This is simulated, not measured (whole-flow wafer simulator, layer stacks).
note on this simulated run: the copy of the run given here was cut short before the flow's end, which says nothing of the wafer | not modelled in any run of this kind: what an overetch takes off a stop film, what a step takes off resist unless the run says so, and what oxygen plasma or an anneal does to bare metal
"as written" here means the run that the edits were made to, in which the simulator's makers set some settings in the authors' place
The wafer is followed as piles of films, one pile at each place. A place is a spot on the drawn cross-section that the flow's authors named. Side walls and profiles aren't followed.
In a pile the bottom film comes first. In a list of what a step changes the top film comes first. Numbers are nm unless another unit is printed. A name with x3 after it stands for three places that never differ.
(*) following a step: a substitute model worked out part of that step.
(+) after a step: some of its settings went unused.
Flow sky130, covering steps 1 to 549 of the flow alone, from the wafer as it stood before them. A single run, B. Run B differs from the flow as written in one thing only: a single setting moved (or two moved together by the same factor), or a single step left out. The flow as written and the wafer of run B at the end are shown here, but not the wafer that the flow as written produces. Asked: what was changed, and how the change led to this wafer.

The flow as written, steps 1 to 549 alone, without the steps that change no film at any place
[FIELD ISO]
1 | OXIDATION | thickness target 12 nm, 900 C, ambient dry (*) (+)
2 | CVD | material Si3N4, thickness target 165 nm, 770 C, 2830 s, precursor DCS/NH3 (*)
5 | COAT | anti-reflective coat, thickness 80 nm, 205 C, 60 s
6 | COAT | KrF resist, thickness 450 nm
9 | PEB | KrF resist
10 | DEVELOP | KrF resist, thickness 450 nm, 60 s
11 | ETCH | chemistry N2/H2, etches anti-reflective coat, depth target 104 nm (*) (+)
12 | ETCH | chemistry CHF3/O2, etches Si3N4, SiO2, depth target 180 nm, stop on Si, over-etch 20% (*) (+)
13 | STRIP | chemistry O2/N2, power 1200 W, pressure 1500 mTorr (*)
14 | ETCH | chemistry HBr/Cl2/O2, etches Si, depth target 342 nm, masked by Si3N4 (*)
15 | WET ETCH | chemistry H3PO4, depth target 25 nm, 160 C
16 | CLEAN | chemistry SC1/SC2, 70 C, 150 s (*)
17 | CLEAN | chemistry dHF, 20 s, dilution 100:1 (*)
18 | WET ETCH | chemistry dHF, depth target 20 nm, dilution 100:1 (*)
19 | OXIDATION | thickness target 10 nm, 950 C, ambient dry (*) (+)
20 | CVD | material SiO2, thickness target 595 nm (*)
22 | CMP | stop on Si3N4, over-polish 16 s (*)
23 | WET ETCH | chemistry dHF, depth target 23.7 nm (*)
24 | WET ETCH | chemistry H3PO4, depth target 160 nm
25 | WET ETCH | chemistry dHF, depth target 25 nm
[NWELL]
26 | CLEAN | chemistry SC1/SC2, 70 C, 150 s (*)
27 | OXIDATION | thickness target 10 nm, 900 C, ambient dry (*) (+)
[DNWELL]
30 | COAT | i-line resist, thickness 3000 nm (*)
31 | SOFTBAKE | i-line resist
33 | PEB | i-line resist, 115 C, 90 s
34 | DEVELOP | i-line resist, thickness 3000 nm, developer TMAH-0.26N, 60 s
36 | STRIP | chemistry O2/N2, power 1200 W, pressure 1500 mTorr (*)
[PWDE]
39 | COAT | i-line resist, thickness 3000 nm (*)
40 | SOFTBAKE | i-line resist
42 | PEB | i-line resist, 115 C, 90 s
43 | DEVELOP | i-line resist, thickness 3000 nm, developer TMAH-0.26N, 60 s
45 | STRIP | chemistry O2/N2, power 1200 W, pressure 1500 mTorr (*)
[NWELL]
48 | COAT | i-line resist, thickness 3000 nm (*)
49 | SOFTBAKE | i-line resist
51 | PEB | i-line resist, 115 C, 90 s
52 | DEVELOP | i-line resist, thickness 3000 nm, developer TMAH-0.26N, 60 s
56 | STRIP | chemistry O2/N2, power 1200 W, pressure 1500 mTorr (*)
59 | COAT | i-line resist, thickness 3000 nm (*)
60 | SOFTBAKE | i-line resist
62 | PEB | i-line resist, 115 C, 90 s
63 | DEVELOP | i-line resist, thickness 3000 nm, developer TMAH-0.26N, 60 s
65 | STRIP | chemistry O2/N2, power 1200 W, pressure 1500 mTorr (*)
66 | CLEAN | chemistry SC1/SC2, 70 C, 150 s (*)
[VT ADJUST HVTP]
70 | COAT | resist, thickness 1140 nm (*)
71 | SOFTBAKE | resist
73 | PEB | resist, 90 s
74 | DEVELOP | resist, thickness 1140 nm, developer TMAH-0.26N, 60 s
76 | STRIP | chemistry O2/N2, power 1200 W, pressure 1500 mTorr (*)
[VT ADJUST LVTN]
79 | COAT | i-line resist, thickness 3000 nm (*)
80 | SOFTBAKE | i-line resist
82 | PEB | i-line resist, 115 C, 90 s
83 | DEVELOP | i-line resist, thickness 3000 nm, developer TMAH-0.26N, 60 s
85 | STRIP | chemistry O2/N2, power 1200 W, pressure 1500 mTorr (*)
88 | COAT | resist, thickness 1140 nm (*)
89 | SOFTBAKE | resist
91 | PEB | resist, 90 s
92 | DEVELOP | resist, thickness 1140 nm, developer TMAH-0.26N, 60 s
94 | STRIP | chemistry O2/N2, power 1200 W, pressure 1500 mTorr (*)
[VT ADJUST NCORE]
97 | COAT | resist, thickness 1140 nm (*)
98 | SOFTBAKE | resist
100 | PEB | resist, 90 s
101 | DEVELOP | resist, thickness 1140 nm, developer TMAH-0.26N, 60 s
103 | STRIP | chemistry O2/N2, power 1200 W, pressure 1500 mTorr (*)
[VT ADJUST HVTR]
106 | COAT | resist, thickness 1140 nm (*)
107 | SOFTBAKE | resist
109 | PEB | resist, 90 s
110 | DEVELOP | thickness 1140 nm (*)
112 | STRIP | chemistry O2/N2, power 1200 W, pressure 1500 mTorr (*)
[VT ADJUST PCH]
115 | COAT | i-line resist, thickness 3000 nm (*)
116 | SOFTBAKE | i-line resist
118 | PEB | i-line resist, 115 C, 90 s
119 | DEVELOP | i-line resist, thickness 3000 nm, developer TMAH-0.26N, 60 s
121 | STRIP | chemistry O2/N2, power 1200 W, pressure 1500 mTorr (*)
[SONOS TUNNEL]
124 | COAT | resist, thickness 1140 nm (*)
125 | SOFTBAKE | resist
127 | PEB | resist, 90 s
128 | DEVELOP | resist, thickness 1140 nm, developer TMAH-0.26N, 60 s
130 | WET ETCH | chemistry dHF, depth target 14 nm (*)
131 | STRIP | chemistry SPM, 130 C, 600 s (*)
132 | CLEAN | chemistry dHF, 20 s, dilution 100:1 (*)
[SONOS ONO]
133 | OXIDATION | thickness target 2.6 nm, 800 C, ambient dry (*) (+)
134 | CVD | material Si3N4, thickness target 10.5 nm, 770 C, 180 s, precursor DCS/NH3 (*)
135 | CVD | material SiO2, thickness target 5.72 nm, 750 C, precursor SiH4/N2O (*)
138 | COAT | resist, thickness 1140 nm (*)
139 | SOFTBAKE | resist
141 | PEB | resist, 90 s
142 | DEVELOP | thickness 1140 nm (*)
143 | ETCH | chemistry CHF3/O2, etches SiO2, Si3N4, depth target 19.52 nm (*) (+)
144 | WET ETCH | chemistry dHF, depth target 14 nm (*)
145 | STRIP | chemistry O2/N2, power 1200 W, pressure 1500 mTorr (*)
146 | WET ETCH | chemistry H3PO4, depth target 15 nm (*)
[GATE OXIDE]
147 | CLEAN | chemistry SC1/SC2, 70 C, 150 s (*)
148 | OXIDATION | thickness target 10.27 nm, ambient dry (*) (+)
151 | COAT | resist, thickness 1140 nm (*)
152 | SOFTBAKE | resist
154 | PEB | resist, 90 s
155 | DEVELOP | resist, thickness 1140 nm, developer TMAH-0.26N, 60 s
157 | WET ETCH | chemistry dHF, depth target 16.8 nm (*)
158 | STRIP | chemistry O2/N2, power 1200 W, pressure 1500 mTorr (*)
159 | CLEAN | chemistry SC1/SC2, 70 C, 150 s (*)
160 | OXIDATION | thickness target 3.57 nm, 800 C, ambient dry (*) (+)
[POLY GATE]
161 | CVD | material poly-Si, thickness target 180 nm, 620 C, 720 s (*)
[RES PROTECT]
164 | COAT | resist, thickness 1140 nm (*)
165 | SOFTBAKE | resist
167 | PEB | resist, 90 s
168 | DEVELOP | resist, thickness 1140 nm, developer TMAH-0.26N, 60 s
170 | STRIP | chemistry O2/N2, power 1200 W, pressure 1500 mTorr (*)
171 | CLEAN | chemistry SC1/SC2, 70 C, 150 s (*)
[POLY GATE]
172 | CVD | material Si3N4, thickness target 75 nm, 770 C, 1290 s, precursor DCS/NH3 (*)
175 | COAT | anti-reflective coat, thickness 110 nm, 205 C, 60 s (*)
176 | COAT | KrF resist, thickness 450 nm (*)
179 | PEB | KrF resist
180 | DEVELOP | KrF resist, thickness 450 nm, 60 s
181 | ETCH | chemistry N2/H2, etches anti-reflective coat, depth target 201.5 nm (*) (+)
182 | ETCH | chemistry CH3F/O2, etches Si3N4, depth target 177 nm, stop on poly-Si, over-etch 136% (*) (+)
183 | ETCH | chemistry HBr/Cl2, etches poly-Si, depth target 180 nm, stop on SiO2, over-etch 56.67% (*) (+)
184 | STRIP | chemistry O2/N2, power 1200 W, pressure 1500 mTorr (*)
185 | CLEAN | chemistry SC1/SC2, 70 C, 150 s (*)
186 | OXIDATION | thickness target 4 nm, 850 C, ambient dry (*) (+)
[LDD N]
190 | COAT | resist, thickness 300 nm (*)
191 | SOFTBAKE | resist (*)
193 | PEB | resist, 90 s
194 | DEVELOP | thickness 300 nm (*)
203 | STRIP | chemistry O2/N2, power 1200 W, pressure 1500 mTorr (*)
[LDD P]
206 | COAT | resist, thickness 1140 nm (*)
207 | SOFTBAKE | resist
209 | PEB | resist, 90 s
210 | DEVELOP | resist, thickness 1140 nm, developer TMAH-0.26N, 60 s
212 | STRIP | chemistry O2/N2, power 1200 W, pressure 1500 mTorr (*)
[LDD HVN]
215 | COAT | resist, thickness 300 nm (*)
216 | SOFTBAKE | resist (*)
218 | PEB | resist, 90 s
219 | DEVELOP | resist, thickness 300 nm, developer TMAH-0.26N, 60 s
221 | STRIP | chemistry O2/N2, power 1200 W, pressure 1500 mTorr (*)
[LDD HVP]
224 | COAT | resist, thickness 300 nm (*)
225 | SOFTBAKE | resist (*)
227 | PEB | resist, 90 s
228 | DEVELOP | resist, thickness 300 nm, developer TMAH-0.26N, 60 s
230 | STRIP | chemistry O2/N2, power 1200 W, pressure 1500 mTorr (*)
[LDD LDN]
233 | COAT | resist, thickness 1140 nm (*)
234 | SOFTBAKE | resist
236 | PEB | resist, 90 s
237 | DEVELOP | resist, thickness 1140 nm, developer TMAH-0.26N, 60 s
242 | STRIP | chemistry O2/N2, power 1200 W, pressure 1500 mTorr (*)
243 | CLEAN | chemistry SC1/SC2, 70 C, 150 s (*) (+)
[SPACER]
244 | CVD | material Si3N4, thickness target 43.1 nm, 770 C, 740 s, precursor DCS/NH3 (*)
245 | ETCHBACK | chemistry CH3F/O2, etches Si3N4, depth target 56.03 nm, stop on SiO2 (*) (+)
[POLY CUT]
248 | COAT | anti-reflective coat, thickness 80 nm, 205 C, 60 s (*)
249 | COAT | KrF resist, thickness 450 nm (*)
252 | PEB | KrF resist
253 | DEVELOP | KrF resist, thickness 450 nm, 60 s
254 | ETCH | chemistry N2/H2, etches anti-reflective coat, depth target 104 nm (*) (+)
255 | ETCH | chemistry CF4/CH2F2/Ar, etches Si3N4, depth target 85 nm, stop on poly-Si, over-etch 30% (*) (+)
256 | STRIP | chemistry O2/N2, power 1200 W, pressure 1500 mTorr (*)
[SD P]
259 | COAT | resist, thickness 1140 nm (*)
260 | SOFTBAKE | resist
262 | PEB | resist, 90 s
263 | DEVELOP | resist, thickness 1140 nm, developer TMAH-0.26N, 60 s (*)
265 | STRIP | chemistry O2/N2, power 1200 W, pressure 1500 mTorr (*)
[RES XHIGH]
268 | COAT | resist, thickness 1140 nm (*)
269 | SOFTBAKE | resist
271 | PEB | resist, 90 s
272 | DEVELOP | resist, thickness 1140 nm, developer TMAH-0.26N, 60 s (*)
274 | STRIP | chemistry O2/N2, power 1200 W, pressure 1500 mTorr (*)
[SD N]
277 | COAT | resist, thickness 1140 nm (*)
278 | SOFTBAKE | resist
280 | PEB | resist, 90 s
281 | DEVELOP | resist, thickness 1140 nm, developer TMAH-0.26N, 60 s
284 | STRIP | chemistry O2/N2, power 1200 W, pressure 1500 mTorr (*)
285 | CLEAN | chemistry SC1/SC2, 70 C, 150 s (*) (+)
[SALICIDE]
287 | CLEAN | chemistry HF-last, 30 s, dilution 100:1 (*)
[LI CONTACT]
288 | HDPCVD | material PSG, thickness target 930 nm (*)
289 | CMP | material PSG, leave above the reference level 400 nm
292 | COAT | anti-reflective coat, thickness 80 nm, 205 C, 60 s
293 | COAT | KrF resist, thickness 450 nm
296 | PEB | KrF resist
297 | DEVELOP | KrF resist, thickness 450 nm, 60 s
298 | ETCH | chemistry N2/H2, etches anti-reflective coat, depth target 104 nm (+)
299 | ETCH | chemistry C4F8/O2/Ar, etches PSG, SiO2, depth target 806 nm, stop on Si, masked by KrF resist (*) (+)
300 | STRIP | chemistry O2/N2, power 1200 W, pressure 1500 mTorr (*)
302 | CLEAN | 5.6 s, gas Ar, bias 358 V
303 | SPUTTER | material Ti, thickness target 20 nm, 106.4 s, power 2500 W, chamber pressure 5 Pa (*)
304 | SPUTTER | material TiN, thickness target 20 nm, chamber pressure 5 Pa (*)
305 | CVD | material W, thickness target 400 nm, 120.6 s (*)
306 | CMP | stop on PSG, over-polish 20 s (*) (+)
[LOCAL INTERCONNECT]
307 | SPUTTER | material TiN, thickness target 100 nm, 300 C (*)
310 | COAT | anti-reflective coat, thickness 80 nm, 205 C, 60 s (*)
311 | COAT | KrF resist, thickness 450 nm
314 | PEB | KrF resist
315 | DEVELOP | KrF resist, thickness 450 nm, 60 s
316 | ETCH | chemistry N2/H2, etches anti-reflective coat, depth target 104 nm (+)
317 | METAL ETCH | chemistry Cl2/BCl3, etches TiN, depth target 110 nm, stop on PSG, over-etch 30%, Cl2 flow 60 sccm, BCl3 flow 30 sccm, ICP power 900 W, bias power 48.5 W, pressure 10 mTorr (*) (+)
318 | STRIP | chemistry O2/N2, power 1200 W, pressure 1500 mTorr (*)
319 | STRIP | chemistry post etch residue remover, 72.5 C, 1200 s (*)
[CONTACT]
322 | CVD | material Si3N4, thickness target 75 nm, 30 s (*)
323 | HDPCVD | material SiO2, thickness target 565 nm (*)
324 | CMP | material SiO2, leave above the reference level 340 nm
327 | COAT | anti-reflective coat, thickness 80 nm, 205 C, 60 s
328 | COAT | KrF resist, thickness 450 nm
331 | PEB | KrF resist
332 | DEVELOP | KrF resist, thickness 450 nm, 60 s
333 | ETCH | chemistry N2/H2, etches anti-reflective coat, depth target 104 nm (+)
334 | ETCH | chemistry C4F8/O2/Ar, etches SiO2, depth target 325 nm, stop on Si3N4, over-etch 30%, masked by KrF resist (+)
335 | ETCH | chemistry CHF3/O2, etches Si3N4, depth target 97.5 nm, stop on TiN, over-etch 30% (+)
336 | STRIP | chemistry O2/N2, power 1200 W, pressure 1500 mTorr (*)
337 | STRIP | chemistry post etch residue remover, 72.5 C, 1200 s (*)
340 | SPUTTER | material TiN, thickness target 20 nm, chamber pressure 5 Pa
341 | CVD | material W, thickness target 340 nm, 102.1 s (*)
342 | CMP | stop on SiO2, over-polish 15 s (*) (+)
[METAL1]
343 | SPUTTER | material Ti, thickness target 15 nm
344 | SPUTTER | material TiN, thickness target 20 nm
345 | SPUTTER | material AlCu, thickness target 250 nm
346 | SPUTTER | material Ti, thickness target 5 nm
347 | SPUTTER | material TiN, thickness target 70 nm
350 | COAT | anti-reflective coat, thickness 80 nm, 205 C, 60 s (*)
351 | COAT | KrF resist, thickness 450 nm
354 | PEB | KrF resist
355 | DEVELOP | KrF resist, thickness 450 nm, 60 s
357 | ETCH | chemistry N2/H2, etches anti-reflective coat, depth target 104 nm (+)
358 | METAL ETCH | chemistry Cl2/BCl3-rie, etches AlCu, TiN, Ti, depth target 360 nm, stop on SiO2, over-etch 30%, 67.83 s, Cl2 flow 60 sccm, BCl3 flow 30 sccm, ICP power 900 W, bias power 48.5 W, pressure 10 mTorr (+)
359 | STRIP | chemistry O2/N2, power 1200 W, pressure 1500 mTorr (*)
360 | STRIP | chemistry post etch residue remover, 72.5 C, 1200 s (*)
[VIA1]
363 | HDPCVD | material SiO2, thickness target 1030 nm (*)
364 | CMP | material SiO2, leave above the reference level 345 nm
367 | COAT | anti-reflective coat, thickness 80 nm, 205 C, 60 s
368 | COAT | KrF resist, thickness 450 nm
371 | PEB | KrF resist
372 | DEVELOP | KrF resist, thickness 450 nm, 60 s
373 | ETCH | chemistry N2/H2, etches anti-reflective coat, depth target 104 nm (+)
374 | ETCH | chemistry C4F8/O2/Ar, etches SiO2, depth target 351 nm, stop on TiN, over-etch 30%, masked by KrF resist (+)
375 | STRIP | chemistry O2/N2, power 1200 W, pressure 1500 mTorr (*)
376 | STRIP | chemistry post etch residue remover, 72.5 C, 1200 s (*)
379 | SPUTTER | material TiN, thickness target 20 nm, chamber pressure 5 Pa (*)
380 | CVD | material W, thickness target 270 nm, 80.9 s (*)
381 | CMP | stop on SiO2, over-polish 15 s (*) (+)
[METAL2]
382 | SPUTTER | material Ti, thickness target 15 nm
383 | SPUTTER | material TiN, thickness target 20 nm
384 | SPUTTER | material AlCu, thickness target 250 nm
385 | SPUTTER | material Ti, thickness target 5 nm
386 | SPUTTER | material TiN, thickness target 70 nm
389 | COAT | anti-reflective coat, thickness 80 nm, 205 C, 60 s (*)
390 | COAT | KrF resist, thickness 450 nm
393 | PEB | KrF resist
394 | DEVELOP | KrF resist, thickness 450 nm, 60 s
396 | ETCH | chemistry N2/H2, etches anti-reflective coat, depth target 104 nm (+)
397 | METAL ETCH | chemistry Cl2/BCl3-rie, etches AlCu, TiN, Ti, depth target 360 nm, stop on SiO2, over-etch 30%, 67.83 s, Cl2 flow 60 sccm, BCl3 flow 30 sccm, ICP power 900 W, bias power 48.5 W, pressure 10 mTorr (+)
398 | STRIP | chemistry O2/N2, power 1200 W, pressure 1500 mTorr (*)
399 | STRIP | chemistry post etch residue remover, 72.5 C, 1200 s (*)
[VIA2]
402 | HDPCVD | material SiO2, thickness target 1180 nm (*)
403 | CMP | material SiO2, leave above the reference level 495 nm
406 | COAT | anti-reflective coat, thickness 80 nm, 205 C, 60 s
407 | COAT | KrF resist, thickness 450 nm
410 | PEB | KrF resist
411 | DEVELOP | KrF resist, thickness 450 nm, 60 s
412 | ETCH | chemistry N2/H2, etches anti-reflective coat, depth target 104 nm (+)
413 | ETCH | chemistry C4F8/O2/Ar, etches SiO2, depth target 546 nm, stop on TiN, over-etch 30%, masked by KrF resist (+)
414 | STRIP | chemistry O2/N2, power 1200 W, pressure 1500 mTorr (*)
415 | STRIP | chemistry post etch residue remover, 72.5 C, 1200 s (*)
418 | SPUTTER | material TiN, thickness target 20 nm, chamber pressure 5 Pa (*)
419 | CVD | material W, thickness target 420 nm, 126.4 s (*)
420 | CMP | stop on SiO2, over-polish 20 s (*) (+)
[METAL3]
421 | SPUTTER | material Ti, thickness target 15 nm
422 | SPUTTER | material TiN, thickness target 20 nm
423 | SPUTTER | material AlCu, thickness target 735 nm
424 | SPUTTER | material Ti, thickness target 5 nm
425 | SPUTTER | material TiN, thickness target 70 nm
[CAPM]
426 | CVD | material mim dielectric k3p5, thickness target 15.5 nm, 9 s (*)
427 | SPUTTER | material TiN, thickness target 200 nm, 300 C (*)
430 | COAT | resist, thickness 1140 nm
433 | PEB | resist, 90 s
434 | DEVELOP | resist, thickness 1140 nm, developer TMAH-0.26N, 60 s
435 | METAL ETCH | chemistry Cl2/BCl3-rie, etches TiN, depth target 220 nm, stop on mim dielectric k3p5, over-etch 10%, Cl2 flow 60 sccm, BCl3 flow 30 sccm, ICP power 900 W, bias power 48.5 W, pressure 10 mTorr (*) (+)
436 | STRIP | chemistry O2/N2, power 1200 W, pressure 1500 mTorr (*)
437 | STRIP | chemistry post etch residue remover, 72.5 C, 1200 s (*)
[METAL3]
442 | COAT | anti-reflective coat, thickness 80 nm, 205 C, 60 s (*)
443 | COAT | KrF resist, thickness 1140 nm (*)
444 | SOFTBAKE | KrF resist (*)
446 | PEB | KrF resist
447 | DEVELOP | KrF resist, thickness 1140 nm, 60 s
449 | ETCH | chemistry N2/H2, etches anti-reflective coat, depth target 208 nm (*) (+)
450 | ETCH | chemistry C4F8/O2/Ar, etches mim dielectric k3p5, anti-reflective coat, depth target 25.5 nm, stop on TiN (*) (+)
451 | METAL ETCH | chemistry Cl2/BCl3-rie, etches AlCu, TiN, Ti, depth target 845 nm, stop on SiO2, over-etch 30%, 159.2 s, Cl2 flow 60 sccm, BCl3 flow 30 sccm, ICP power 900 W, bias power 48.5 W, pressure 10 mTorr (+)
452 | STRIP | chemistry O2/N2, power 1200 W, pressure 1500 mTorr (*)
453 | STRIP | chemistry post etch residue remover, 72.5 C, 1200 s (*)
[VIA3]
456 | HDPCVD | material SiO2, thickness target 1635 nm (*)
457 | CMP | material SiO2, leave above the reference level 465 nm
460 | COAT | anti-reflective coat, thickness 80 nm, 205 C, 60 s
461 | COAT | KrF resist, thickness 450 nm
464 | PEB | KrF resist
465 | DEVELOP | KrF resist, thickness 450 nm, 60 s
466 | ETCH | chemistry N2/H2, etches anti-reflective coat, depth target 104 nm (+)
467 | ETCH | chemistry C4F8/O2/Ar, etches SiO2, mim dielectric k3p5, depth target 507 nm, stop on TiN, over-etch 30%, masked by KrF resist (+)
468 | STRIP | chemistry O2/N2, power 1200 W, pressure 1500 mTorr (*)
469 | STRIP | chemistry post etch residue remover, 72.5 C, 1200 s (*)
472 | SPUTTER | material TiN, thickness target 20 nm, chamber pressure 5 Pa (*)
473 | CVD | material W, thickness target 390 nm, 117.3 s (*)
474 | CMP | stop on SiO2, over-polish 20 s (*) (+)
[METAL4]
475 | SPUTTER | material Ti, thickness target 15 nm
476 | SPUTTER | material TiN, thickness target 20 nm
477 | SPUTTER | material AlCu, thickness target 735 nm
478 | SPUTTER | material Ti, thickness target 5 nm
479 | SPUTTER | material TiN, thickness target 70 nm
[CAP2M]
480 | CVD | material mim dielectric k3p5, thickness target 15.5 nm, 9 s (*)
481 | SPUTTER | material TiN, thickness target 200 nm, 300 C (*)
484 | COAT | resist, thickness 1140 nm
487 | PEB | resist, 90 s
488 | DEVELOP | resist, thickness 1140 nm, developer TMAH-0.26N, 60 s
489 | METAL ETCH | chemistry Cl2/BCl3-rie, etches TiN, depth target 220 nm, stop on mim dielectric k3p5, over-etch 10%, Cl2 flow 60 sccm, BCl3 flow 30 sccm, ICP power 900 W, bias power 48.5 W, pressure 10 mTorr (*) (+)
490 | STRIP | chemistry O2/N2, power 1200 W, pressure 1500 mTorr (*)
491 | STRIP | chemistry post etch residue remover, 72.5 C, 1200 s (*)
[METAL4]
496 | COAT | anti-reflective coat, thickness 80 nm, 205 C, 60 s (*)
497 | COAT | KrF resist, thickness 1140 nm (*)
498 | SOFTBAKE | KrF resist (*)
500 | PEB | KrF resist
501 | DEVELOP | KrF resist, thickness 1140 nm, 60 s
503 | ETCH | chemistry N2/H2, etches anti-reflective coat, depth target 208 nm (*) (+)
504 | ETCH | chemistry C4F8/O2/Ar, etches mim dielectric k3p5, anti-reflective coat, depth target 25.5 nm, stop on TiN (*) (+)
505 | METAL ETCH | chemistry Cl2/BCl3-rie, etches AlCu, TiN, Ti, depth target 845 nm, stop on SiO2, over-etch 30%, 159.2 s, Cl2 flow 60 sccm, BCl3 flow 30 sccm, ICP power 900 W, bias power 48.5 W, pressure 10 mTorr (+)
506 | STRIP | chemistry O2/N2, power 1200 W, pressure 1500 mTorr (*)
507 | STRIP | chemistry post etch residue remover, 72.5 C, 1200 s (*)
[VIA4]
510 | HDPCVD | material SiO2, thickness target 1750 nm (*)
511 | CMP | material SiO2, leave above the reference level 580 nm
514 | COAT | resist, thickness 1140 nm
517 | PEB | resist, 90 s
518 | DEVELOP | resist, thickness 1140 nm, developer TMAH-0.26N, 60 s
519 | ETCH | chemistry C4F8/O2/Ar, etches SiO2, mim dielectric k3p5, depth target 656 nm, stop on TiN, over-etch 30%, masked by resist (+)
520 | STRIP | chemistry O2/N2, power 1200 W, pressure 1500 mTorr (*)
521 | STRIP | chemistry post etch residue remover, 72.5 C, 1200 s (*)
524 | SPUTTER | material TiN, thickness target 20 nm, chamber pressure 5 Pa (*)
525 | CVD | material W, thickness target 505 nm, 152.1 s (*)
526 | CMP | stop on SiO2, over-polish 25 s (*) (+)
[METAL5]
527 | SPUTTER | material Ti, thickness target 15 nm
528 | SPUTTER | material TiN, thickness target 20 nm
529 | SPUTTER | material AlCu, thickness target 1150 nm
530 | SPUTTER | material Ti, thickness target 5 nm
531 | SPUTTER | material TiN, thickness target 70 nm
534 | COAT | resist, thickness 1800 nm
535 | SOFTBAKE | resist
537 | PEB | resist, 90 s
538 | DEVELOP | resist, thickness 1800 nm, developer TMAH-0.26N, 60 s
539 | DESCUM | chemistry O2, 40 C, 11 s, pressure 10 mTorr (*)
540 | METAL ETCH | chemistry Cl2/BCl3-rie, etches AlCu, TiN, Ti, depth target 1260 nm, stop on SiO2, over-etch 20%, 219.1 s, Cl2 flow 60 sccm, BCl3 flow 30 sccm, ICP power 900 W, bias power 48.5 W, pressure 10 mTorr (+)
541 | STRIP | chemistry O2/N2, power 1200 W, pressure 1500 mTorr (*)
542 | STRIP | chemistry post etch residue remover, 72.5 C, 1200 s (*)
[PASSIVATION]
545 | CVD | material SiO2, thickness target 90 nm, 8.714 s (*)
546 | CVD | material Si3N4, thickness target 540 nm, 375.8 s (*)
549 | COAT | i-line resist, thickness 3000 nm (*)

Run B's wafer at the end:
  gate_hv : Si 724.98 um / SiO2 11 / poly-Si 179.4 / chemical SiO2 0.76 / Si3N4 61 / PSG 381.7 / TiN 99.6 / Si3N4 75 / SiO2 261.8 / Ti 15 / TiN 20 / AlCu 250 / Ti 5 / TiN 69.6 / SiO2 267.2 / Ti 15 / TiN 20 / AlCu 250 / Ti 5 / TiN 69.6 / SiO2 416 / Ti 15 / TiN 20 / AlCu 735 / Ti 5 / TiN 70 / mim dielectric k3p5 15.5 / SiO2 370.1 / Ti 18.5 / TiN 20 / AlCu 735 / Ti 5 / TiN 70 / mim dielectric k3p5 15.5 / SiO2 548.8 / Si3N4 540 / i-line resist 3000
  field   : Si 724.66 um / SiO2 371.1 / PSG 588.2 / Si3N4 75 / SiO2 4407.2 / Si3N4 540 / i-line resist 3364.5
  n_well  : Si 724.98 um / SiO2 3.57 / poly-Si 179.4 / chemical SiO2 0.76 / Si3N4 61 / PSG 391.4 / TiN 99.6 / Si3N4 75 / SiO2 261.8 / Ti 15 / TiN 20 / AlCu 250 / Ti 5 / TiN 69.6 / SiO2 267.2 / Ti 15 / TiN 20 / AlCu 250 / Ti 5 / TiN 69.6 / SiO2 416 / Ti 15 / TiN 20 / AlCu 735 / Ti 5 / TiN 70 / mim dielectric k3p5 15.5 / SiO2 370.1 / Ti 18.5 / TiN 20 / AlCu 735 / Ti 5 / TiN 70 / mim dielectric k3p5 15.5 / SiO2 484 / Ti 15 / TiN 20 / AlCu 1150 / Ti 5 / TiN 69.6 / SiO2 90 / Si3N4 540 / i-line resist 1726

The reason: step 475, SPUTTER: thickness target 18.5 nm was run, though the flow has thickness target 15 nm.
The wafer itself shows it: gate_hv has Ti 18.5, and step 475 as written asks for 15 nm.

The path from the change to this, step by step:
  475 | SPUTTER | material Ti, thickness target 15 nm
      field, active, n_well and 189 more: +18.5 Ti (new film) (it would be, as written: +15 Ti (new film))
  505 | METAL ETCH | chemistry Cl2/BCl3-rie, etches AlCu, TiN, Ti, depth target 845 nm, stop on SiO2, over-etch 30%, 159.2 s, Cl2 flow 60 sccm, BCl3 flow 30 sccm, ICP power 900 W, bias power 48.5 W, pressure 10 mTorr (+)
      field, active, gate and 70 more: -70 TiN (all of it), -5 Ti (all of it), -735 AlCu (all of it), -20 TiN (all of it), -18.5 Ti (all of it), -25 SiO2 (it would be, as written: -70 TiN (all of it), -5 Ti (all of it), -735 AlCu (all of it), -20 TiN (all of it), -15 Ti (all of it), -25.4 SiO2)
      vpp_iso1, mim_edge_plate, m1_ln and 12 more: -70 TiN (all of it), -5 Ti (all of it), -735 AlCu (all of it), -20 TiN (all of it), -18.5 Ti (all of it), -25 SiO2 (it would be, as written: -70 TiN (all of it), -5 Ti (all of it), -735 AlCu (all of it), -20 TiN (all of it), -15 Ti (all of it), -25.3 SiO2)
